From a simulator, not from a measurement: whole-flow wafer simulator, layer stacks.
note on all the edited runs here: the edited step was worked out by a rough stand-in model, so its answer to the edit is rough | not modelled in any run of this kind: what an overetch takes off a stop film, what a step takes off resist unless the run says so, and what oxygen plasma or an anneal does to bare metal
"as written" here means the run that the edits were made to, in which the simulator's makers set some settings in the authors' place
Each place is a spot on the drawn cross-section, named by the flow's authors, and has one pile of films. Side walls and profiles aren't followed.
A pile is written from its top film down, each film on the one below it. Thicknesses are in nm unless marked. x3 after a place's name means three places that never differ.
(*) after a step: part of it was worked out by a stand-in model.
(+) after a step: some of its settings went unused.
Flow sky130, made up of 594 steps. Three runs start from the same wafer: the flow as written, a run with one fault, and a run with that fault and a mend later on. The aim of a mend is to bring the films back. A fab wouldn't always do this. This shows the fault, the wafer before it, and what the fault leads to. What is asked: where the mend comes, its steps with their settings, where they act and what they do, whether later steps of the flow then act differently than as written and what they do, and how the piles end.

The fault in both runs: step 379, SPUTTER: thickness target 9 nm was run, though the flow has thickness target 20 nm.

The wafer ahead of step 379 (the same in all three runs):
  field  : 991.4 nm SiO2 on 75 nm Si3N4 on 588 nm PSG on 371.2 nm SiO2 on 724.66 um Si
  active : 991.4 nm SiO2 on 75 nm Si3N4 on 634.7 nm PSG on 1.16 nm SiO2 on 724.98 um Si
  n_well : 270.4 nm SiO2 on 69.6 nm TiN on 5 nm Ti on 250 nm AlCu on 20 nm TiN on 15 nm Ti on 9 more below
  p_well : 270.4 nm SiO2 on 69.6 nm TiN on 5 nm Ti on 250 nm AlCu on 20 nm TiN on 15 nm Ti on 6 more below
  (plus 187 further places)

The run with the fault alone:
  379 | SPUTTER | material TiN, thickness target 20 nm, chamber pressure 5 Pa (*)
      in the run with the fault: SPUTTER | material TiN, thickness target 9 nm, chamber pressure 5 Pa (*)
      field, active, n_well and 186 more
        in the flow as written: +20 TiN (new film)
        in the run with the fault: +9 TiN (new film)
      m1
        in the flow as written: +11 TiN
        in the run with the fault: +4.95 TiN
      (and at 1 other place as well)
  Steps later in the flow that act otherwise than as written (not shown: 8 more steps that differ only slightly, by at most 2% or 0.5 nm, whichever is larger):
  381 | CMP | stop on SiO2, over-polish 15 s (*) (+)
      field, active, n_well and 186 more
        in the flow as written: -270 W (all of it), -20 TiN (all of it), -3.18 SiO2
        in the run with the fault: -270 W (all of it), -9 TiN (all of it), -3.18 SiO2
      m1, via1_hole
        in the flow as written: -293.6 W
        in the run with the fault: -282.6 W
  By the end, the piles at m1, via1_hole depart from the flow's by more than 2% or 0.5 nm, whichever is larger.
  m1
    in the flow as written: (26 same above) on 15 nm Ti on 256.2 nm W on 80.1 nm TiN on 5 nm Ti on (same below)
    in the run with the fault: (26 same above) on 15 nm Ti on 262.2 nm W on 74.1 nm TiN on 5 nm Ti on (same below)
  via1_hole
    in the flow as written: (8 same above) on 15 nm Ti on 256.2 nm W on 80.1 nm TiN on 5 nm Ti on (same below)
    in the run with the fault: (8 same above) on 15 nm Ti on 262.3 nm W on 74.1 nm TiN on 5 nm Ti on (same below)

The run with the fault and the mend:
  The mend stands after step 379.
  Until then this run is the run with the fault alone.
  379a | SPUTTER | material TiN, thickness target 11 nm, chamber pressure 5 Pa (*) (the flow's step 379, run once more with other settings)
      field, active, n_well and 186 more
        +11 TiN
      m1
        +6 TiN
      via1_hole
        +5.95 TiN
  Later steps of the flow that are run all act as written at every place that is followed, up to a difference of at most 2% or 0.5 nm, whichever is larger.
  The piles end only slightly different from the flow's at the places that both follow, by no more than 2% or 0.5 nm, whichever is larger.
